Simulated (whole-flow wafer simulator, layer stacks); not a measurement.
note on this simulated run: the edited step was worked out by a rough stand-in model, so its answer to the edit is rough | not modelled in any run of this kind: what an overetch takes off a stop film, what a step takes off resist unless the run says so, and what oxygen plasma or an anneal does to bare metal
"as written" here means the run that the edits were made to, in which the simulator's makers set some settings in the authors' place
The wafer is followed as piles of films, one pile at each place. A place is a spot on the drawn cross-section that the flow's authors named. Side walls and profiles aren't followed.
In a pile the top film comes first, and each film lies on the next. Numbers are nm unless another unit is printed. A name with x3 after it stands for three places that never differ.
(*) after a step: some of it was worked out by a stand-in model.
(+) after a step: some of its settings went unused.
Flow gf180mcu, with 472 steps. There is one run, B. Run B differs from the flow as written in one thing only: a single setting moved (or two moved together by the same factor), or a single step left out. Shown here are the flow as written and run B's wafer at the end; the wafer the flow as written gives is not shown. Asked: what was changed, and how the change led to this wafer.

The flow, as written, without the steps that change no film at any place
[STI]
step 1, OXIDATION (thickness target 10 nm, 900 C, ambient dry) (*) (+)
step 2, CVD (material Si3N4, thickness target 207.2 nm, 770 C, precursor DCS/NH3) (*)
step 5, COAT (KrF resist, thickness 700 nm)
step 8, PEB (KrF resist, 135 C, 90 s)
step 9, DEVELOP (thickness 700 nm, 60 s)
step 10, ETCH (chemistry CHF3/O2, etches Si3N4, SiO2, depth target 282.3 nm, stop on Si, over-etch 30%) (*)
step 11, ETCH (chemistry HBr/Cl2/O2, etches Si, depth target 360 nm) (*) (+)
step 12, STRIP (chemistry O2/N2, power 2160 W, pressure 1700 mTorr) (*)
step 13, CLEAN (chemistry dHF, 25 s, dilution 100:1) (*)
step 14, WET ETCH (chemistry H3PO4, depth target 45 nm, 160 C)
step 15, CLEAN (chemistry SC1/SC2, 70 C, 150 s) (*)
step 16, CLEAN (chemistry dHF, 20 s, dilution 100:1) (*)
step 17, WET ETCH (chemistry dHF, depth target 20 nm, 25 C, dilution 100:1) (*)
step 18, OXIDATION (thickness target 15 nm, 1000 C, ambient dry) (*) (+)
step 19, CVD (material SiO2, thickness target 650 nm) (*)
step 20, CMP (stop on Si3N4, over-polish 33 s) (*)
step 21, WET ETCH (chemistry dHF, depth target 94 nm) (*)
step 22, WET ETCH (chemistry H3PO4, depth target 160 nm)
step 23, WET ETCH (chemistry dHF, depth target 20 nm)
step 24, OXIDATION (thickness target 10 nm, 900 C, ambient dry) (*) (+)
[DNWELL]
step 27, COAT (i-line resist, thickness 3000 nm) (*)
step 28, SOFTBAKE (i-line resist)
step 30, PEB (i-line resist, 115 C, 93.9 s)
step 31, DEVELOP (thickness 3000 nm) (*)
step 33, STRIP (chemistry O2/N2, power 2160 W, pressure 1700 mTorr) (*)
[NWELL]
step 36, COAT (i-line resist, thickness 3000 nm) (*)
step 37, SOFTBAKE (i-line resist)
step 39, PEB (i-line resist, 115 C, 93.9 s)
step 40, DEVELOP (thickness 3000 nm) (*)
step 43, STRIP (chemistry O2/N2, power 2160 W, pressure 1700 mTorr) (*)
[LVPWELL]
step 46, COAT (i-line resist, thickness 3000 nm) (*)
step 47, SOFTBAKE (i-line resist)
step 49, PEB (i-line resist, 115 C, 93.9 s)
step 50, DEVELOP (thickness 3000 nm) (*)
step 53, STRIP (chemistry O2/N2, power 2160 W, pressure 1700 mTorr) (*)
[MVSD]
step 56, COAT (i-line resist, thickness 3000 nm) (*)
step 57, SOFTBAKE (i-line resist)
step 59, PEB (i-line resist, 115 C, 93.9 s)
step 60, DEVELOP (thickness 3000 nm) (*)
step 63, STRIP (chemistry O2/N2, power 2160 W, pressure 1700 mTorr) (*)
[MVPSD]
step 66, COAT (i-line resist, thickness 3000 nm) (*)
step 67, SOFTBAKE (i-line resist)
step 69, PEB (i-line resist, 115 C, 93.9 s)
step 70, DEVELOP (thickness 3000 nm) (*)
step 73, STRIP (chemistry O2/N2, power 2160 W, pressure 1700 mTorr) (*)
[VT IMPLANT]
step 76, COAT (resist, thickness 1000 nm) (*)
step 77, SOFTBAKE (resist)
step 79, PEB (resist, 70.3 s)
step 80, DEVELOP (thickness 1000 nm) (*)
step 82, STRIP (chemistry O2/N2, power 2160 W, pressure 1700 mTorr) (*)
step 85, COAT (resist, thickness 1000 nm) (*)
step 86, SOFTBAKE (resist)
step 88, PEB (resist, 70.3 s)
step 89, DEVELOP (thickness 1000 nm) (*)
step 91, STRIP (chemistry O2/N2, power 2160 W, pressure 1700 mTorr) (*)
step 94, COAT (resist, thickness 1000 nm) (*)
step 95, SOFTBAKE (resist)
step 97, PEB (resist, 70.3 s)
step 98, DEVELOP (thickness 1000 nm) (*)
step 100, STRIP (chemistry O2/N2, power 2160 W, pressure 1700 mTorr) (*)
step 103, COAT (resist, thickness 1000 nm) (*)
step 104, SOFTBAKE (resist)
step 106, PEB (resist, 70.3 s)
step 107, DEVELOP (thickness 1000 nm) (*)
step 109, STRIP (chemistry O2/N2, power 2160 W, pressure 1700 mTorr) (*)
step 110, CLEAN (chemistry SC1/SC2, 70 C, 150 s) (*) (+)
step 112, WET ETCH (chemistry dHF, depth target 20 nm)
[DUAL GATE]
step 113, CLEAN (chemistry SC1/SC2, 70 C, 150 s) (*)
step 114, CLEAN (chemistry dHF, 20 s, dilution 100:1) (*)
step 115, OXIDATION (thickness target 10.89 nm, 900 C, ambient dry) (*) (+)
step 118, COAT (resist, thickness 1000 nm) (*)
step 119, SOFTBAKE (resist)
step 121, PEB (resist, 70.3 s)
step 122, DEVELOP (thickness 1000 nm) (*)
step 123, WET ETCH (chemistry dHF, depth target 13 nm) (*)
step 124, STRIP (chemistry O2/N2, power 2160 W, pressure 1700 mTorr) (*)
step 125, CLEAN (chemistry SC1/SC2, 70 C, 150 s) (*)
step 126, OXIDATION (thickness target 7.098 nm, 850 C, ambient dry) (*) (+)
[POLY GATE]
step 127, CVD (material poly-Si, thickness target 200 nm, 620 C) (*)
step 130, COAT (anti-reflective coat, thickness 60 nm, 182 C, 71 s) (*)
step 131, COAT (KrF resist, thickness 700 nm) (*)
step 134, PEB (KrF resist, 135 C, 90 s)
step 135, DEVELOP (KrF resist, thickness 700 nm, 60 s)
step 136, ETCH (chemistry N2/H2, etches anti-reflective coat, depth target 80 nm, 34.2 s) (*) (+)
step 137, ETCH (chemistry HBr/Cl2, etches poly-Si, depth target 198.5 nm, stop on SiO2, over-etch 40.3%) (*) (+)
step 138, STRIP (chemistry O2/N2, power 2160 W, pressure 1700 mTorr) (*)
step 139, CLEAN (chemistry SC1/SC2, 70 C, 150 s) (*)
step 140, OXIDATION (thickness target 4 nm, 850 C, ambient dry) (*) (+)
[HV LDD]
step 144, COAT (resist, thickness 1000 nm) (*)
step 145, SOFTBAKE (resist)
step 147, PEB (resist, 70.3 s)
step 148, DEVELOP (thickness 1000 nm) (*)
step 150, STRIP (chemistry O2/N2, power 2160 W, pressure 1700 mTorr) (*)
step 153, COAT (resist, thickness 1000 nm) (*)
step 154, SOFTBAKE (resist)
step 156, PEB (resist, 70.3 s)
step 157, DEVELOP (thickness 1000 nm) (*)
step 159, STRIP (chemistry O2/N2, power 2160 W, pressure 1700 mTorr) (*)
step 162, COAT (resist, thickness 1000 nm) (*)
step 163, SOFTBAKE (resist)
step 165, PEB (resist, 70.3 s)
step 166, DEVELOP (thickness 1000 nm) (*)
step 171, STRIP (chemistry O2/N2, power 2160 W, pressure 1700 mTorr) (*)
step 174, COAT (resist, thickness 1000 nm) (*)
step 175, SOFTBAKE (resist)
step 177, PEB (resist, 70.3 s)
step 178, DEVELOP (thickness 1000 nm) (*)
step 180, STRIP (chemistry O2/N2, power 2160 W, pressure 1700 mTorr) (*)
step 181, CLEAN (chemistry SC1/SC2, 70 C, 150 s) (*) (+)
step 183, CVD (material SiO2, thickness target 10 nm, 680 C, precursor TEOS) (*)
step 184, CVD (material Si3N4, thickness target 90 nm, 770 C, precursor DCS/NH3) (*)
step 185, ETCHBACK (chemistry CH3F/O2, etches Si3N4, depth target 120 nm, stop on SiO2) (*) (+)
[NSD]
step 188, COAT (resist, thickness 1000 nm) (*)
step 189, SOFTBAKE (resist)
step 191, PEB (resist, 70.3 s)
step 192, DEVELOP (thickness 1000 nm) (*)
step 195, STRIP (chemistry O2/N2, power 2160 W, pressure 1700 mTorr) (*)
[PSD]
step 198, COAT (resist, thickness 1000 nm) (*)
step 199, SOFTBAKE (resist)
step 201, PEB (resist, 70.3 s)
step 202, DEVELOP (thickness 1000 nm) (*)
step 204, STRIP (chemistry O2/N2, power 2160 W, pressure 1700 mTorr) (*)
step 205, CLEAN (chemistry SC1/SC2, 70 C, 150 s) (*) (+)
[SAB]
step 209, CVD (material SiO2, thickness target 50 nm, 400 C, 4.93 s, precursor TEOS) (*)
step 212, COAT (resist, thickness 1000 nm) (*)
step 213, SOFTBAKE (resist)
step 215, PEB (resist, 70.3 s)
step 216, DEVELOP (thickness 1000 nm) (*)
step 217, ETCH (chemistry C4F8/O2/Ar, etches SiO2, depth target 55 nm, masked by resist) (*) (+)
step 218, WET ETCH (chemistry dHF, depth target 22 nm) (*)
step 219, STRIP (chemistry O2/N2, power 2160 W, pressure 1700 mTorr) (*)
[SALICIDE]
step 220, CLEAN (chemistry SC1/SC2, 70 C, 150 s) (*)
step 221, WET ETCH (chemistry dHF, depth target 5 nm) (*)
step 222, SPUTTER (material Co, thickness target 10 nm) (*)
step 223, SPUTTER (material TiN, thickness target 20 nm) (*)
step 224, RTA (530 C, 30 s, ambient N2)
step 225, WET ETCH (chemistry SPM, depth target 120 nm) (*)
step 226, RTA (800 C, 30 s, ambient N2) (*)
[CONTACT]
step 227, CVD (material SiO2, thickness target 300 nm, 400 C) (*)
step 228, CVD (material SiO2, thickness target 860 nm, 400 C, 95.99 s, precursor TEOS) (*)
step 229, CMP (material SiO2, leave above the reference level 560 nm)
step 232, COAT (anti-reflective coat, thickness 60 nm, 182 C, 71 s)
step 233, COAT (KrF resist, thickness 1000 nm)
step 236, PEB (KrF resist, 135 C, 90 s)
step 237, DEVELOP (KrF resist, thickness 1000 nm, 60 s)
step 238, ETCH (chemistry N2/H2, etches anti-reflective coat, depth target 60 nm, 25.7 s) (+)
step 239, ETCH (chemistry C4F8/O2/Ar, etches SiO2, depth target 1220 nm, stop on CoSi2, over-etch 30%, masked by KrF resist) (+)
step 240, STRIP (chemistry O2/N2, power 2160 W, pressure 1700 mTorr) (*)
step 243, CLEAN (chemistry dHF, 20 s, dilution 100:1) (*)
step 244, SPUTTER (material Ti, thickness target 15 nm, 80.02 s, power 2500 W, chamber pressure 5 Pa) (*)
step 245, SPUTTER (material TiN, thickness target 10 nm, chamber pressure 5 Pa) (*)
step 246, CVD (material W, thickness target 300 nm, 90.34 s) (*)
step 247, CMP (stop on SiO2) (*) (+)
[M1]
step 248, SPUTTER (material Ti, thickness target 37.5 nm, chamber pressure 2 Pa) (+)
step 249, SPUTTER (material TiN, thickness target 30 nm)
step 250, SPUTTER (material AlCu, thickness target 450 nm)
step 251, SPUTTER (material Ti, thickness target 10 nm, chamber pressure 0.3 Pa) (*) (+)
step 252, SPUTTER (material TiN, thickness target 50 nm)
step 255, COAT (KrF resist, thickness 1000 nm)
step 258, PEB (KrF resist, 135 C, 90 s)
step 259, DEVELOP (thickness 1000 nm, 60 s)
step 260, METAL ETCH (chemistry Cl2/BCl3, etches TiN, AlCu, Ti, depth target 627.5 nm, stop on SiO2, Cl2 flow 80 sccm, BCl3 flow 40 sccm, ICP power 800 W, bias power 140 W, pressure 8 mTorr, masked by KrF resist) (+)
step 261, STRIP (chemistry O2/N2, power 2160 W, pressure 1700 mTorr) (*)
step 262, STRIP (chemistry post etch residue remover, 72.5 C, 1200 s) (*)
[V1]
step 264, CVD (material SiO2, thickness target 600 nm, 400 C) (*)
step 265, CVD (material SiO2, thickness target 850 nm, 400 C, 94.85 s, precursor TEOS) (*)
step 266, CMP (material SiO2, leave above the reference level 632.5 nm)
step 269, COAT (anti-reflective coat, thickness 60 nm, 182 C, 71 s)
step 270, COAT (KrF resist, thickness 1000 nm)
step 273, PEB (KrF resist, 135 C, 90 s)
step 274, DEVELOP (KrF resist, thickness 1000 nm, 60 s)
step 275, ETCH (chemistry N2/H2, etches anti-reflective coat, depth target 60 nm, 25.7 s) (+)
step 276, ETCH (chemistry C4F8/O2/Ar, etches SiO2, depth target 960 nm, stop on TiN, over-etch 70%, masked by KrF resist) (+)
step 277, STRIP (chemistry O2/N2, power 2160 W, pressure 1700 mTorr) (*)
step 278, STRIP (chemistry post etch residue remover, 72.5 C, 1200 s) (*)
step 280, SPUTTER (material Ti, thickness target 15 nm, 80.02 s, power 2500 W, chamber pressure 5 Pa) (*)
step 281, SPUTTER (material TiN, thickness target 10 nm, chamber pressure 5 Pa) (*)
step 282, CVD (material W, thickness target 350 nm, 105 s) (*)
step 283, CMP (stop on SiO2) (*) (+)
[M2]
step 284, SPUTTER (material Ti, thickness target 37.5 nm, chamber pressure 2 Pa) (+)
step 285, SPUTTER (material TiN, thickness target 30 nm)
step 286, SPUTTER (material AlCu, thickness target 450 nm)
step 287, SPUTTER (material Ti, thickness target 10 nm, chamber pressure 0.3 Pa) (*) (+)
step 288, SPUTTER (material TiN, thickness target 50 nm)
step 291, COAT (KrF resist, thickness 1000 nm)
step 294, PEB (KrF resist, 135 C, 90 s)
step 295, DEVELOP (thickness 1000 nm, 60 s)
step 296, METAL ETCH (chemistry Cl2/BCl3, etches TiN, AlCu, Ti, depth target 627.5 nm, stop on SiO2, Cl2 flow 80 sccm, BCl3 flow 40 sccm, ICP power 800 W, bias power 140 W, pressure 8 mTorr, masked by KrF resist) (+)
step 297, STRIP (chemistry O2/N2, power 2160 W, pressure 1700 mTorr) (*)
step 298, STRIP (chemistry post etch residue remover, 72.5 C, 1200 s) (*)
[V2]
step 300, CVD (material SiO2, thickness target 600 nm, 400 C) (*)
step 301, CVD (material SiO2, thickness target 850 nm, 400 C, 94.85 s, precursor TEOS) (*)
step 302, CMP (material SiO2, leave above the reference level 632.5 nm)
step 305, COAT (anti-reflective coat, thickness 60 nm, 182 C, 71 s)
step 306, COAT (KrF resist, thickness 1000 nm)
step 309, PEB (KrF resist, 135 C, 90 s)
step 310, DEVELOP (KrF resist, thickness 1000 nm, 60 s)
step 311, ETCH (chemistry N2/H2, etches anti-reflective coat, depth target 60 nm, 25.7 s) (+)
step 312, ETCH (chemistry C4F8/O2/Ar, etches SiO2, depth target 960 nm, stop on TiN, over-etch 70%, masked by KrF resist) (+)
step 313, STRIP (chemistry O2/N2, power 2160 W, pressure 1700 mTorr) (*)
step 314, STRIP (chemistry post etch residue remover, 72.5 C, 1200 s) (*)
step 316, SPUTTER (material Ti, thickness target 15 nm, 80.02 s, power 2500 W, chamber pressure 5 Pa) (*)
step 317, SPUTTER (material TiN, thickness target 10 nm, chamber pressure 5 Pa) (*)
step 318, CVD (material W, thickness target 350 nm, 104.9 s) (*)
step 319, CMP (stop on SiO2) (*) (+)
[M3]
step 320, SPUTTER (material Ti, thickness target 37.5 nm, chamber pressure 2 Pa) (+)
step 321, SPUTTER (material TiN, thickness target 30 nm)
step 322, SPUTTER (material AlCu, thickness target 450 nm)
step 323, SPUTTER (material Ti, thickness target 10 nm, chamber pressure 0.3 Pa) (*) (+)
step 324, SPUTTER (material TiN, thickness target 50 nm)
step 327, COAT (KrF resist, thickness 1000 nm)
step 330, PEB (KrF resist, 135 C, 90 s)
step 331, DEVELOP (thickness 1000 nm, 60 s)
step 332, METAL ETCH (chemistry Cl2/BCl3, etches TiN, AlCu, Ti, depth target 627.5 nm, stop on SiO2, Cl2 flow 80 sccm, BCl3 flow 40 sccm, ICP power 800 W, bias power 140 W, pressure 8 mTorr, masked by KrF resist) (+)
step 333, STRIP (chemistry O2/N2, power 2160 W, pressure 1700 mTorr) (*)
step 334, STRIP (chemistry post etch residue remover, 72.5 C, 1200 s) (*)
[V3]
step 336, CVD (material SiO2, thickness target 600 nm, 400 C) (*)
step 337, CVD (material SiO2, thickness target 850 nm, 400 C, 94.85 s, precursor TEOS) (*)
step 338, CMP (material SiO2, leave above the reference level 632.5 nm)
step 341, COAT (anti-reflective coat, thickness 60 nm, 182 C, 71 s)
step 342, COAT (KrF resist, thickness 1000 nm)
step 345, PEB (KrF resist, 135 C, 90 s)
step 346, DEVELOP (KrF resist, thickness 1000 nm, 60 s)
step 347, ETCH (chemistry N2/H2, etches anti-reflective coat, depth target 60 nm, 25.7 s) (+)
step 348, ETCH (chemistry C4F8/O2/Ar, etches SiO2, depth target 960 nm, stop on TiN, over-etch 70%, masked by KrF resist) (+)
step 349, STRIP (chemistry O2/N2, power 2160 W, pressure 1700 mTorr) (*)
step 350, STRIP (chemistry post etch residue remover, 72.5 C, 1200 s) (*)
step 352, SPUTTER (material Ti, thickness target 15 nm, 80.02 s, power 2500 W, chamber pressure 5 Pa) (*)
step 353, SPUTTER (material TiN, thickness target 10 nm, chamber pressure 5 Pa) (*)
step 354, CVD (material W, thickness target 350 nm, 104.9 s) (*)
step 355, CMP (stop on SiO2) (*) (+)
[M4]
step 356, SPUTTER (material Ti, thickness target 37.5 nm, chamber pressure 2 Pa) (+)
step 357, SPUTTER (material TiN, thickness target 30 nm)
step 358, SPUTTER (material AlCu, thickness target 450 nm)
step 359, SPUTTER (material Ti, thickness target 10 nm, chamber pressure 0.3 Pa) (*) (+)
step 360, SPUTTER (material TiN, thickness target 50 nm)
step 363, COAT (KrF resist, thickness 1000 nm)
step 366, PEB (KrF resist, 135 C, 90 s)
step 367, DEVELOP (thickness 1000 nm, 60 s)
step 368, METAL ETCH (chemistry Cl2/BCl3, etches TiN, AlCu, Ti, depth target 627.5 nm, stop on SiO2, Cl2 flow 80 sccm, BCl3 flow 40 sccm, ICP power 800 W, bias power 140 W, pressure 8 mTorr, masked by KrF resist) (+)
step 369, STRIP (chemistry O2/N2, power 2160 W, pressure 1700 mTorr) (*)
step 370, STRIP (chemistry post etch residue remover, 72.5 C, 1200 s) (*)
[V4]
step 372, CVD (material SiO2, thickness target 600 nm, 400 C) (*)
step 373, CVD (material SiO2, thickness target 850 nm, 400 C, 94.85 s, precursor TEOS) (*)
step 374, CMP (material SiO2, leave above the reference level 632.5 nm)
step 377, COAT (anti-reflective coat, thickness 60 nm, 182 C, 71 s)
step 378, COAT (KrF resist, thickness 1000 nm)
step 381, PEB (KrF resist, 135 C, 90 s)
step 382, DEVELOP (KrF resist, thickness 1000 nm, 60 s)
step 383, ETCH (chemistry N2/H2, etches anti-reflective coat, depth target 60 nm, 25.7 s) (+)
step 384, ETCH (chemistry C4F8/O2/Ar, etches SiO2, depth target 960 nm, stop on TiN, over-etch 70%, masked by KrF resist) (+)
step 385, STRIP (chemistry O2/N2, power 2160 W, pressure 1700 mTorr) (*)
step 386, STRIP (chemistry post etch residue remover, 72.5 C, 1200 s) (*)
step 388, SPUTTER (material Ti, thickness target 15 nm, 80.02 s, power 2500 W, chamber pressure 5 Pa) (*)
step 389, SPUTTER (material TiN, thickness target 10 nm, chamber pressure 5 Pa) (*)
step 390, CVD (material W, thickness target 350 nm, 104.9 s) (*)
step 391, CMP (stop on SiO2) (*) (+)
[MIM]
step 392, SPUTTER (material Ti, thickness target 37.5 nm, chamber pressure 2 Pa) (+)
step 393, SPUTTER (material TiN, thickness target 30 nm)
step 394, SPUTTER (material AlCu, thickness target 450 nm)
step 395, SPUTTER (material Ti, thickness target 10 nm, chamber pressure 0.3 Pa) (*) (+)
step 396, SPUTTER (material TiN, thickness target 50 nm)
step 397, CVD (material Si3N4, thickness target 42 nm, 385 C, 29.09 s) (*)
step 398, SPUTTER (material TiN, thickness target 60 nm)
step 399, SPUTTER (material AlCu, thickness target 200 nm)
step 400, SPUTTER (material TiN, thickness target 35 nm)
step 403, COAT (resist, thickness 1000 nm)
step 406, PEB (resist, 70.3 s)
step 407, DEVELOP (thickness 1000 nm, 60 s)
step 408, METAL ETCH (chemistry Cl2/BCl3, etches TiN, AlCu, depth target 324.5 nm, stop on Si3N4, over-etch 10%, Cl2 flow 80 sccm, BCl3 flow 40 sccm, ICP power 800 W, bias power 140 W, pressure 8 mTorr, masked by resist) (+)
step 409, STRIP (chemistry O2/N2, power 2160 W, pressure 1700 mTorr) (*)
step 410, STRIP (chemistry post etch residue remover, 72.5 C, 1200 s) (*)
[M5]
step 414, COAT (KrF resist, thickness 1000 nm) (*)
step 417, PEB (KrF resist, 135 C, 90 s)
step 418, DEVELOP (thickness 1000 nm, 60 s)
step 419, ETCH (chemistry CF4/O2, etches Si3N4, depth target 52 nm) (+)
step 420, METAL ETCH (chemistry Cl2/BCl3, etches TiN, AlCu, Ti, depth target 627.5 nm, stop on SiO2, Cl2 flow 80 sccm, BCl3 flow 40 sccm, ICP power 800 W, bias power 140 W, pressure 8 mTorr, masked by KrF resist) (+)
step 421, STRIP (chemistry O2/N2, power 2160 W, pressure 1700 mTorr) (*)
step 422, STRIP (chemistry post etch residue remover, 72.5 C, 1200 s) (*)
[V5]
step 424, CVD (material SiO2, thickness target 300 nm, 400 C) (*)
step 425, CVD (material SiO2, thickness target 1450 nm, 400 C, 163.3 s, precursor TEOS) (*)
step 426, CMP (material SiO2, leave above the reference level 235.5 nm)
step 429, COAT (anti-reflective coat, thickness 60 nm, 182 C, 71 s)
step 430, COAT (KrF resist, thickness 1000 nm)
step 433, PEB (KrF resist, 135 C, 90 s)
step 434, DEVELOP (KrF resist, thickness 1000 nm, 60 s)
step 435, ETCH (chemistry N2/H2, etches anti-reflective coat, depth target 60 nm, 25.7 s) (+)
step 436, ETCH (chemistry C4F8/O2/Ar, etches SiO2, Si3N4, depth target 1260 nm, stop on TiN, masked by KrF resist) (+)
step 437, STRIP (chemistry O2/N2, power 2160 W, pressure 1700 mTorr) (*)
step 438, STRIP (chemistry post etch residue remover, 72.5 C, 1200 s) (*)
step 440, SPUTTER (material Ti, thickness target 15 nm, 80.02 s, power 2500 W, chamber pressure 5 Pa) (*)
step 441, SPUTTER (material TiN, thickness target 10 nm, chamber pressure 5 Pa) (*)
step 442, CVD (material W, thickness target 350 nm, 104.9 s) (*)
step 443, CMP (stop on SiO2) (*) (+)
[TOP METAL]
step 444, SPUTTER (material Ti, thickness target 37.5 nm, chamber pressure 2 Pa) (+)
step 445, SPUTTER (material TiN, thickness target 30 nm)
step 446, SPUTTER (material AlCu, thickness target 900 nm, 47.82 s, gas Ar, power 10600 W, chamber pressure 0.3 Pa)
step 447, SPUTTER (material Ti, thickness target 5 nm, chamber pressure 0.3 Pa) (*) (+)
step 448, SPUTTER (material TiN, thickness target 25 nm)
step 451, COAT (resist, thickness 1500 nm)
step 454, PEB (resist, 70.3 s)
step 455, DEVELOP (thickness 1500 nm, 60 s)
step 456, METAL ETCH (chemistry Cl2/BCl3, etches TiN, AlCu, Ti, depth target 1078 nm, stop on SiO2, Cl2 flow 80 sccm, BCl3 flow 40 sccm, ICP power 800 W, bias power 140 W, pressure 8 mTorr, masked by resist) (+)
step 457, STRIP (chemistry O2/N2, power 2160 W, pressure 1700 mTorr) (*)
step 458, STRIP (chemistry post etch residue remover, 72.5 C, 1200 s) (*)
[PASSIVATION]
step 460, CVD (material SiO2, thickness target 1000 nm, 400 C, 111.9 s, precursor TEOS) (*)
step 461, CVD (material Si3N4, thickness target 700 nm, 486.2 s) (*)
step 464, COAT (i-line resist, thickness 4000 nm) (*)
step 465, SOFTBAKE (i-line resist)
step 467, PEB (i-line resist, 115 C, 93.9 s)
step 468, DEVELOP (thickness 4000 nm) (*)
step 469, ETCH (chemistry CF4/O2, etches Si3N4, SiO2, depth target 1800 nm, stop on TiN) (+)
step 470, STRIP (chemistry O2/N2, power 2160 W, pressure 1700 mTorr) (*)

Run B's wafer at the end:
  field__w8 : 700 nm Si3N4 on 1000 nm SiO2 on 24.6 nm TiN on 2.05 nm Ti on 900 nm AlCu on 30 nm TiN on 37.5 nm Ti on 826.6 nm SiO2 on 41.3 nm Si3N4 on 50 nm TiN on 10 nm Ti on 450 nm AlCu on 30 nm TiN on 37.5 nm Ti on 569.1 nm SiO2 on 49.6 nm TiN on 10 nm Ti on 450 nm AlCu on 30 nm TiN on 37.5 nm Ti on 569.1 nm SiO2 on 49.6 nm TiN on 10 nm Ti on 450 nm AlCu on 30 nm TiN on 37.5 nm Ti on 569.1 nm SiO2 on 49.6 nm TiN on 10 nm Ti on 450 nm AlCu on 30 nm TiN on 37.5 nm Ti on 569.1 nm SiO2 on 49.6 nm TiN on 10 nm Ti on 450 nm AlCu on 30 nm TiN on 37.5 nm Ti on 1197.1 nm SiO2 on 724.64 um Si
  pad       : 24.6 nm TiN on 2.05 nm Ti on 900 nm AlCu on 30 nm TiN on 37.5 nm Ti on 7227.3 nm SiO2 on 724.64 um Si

What caused this: step 447, SPUTTER: thickness target 2.05 nm was run, though the flow has thickness target 5 nm.
One can read it off the wafer: field__w8 has Ti 2.05, and step 447 as written asks for 5 nm.

How this came from the change, step by step:
  step 447, SPUTTER (material Ti, thickness target 5 nm, chamber pressure 0.3 Pa) (*) (+)
      field, field__w1, field__w2 and 109 more: +2.05 Ti (new film) (in the flow as written it would be: +5 Ti (new film))
  step 456, METAL ETCH (chemistry Cl2/BCl3, etches TiN, AlCu, Ti, depth target 1078 nm, stop on SiO2, Cl2 flow 80 sccm, BCl3 flow 40 sccm, ICP power 800 W, bias power 140 W, pressure 8 mTorr, masked by resist) (+)
      field, field__w1, field__w2 and 103 more: -25 TiN (all of it), -2.05 Ti (all of it), -900 AlCu (all of it), -30 TiN (all of it), -37.5 Ti (all of it) (in the flow as written it would be: -25 TiN (all of it), -5 Ti (all of it), -900 AlCu (all of it), -30 TiN (all of it), -37.5 Ti (all of it))
